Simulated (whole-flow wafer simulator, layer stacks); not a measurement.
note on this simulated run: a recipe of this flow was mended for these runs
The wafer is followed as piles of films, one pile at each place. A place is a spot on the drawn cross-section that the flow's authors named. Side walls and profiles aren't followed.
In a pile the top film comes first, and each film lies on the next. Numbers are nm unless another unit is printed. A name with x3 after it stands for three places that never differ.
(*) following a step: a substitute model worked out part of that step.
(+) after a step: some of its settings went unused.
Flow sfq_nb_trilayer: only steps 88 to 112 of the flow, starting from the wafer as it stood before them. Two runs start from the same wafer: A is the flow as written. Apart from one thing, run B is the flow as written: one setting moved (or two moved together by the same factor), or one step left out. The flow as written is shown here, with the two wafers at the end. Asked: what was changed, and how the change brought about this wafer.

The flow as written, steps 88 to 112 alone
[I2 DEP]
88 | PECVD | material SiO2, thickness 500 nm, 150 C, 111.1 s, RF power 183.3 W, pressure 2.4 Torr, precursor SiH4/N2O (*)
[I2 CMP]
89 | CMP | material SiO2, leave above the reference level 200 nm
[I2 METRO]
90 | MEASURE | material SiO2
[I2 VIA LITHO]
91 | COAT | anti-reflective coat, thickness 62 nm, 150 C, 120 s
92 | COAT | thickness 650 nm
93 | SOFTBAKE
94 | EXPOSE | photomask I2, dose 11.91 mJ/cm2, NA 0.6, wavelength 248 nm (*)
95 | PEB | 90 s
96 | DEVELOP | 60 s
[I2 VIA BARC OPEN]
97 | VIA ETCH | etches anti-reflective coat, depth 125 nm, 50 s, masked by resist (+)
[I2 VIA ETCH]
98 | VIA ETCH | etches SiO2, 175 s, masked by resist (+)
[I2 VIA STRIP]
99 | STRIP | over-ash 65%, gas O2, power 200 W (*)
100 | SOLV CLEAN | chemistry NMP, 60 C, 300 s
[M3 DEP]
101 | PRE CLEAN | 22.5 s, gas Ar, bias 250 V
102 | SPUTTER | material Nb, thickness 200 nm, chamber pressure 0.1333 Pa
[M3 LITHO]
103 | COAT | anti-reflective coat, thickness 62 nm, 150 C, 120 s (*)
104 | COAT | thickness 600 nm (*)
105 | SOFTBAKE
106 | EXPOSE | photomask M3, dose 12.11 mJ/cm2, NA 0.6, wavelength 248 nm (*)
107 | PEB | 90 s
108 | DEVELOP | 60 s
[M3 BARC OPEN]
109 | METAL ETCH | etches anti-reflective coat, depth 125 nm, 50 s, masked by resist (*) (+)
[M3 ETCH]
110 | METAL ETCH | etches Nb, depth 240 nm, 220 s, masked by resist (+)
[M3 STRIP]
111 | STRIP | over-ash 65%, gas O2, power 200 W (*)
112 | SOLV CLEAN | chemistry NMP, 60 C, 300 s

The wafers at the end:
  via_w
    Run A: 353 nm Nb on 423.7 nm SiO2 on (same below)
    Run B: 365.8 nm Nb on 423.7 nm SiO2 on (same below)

The reason: step 98, VIA ETCH: 130 s was run, whereas the flow has 175 s.

Step by step, how the change led to this:
  98 | VIA ETCH | etches SiO2, 175 s, masked by resist (+)
      via_w: A -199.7 SiO2 (all of it), -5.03 Nb | B -193.1 SiO2
      field_l, v_sur, via_wl and 102 more: A -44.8 KrF-resist-other-grade | B -33.3 KrF-resist-other-grade
  99 | STRIP | over-ash 65%, gas O2, power 200 W (*)
      field_l, v_sur, via_wl and 102 more: A -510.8 KrF-resist-other-grade (all of it), -62 anti-reflective coat (all of it) | B -522.4 KrF-resist-other-grade (all of it), -62 anti-reflective coat (all of it)
  101 | PRE CLEAN | 22.5 s, gas Ar, bias 250 V
      via_w: A -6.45 Nb | B -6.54 SiO2 (all of it), -0.93 Nb
